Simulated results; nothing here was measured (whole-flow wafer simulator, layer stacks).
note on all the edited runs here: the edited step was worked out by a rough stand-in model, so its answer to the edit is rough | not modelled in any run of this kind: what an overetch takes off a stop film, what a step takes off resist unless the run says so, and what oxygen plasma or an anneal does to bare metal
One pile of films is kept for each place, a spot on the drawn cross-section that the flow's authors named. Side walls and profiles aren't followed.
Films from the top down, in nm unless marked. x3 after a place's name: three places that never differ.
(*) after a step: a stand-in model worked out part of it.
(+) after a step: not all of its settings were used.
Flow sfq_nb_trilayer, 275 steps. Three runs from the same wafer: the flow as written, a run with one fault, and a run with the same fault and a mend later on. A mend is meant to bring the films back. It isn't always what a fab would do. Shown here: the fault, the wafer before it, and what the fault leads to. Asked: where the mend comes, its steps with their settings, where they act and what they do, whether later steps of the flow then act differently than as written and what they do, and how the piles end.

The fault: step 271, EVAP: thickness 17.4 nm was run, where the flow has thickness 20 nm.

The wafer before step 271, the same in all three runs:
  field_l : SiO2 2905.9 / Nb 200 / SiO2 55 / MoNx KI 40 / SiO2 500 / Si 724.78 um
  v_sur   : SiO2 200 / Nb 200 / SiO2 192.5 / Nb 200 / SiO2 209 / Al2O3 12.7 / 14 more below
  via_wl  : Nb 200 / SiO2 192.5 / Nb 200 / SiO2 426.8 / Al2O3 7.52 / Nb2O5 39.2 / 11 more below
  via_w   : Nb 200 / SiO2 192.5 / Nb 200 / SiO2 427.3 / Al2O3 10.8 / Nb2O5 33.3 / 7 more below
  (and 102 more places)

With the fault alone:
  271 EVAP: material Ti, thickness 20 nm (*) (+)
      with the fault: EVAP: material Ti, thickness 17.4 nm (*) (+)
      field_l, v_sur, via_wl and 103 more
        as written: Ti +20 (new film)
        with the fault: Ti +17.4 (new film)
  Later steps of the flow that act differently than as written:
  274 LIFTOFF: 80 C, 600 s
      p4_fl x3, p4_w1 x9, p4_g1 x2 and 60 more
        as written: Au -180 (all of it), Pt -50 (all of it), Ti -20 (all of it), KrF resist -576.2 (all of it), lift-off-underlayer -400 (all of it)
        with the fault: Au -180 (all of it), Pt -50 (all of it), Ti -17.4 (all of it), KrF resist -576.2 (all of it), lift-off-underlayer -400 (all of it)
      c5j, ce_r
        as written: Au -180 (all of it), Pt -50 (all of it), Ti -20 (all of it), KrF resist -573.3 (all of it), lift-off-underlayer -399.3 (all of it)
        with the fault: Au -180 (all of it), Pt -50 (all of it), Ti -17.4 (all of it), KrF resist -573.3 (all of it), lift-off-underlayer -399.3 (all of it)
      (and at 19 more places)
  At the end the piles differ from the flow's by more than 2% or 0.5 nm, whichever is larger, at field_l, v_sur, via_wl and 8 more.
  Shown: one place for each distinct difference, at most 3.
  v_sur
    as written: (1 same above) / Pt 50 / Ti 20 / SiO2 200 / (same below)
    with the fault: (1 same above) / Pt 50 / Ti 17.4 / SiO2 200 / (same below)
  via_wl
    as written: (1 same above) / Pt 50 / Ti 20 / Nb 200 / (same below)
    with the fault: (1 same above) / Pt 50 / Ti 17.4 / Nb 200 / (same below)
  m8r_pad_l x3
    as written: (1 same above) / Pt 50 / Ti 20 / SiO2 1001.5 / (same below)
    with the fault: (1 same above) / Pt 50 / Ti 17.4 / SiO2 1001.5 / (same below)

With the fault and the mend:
  The mend comes after step 271.
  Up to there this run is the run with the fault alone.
  271a EVAP: material Ti, thickness 2.6 nm (*) (+) (the flow's step 271 once more, with other settings)
      field_l, v_sur, via_wl and 103 more
        Ti +2.6
  No later step of the flow acts differently than as written at any place that is followed.
  At the end the piles are the same as the flow's at every place that both follow.
